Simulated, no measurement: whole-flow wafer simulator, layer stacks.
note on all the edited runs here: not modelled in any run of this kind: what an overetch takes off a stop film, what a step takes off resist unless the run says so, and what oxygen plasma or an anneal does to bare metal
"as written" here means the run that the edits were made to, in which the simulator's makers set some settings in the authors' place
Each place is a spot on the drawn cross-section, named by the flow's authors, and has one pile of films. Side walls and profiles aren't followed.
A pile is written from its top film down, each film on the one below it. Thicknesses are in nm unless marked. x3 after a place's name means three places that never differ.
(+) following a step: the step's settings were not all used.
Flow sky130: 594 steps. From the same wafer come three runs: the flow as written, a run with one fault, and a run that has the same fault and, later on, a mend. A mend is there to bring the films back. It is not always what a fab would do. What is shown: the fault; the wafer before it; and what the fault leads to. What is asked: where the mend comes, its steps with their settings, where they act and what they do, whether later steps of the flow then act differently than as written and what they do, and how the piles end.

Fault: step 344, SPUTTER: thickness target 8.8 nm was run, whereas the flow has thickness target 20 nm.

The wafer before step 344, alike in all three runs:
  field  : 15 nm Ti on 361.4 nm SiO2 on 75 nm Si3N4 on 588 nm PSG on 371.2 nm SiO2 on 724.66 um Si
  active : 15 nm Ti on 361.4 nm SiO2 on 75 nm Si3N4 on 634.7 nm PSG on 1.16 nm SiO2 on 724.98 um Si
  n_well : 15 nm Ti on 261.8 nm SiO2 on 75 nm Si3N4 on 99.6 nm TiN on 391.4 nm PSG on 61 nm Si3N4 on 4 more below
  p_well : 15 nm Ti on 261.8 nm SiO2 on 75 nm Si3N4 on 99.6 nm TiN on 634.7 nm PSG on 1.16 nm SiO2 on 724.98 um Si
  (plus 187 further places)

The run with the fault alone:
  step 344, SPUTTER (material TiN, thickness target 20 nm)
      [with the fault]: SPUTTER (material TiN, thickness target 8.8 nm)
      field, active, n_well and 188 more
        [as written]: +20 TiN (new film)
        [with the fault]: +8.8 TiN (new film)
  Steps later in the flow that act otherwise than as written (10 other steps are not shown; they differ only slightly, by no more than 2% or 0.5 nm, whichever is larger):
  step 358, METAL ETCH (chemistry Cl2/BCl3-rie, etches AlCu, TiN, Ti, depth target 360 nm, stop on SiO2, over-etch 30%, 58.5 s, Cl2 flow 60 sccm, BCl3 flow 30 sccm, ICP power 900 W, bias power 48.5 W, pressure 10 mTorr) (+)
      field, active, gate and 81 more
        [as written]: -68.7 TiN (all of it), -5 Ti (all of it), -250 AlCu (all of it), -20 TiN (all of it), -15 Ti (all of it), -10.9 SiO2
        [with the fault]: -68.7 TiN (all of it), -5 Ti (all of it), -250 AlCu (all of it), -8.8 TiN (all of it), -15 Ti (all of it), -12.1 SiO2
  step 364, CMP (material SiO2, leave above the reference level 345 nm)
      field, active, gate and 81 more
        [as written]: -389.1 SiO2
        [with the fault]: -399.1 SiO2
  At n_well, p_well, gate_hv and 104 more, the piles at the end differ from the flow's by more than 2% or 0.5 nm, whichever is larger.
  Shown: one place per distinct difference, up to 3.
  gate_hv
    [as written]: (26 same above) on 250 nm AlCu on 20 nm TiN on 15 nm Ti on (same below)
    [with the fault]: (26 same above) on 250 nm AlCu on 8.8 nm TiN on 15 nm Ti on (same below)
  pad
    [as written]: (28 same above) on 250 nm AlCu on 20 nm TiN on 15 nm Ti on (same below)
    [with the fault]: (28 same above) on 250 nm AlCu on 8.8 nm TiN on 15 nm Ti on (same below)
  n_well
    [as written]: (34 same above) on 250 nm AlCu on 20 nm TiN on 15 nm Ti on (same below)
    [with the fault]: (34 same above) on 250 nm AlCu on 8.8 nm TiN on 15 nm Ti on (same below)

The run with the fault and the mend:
  The mend follows step 344.
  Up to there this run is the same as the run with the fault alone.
  step 344a, SPUTTER (material TiN, thickness target 11.2 nm) (the flow's step 344, run once more with other settings)
      field, active, n_well and 188 more
        +11.2 TiN
  None of the later steps of the flow acts differently than as written at any place that is followed.
  The piles end the same as the flow's at every place that both follow.
